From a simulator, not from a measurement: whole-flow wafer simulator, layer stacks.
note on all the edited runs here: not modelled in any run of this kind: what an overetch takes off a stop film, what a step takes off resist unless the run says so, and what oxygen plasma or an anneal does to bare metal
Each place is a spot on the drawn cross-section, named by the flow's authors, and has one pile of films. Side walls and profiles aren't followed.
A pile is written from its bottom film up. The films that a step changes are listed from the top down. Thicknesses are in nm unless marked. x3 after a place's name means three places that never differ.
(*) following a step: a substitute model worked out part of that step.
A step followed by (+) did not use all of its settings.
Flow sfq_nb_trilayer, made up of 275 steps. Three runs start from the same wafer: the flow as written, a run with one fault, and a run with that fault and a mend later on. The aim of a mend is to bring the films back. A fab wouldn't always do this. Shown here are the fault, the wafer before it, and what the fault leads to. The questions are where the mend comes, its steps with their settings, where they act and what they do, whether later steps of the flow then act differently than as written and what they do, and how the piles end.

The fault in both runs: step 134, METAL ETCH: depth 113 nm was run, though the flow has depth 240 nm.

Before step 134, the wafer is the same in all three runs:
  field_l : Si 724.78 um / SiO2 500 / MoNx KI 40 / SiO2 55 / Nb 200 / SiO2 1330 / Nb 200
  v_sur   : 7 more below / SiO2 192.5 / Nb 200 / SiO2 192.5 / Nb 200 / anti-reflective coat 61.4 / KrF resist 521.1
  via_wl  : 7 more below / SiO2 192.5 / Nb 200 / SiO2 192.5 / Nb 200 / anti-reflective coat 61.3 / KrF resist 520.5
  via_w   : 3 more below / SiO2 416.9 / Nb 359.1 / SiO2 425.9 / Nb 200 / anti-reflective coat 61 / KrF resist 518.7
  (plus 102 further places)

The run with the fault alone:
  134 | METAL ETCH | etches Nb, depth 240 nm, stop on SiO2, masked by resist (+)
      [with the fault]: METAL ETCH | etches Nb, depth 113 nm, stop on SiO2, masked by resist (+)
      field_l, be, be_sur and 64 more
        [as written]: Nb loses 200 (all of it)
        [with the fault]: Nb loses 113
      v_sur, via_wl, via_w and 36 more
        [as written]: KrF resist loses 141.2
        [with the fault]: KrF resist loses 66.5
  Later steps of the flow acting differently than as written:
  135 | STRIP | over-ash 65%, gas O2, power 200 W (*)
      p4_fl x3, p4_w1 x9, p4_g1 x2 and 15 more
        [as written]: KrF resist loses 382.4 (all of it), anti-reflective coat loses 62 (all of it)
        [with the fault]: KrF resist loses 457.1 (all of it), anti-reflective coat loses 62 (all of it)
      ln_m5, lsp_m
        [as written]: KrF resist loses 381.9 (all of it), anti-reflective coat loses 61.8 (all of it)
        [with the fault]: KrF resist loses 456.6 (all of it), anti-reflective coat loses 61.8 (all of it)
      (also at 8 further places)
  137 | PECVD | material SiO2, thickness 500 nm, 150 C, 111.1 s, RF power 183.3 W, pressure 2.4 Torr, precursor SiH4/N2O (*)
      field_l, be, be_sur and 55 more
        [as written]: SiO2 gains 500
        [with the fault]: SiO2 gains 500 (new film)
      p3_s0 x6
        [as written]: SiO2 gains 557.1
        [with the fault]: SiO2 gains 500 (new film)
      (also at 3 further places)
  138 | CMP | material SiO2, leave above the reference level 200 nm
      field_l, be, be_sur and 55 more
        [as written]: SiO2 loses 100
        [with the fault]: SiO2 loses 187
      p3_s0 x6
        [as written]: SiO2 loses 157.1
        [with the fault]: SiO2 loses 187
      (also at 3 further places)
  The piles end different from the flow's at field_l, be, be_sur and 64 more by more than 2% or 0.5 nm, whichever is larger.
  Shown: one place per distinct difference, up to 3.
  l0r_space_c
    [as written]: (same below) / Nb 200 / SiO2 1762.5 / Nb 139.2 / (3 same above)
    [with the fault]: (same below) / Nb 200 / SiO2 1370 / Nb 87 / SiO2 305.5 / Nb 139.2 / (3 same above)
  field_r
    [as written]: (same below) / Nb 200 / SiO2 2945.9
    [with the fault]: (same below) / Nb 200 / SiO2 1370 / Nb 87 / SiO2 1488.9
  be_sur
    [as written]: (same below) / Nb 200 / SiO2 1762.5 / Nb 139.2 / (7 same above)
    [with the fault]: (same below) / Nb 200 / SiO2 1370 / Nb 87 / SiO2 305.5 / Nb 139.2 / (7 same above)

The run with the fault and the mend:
  The mend stands after step 134.
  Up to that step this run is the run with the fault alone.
  134a | METAL ETCH | etches Nb, depth 127 nm, stop on SiO2, masked by resist (+) (a further turn of the flow's step 134, with different settings)
      field_l, be, be_sur and 64 more
        Nb loses 87 (all of it)
      v_sur, via_wl, via_w and 36 more
        KrF resist loses 74.7
  None of the later steps of the flow acts differently than as written at any place that is followed.
  The piles end the same as the flow's at every place that both follow.
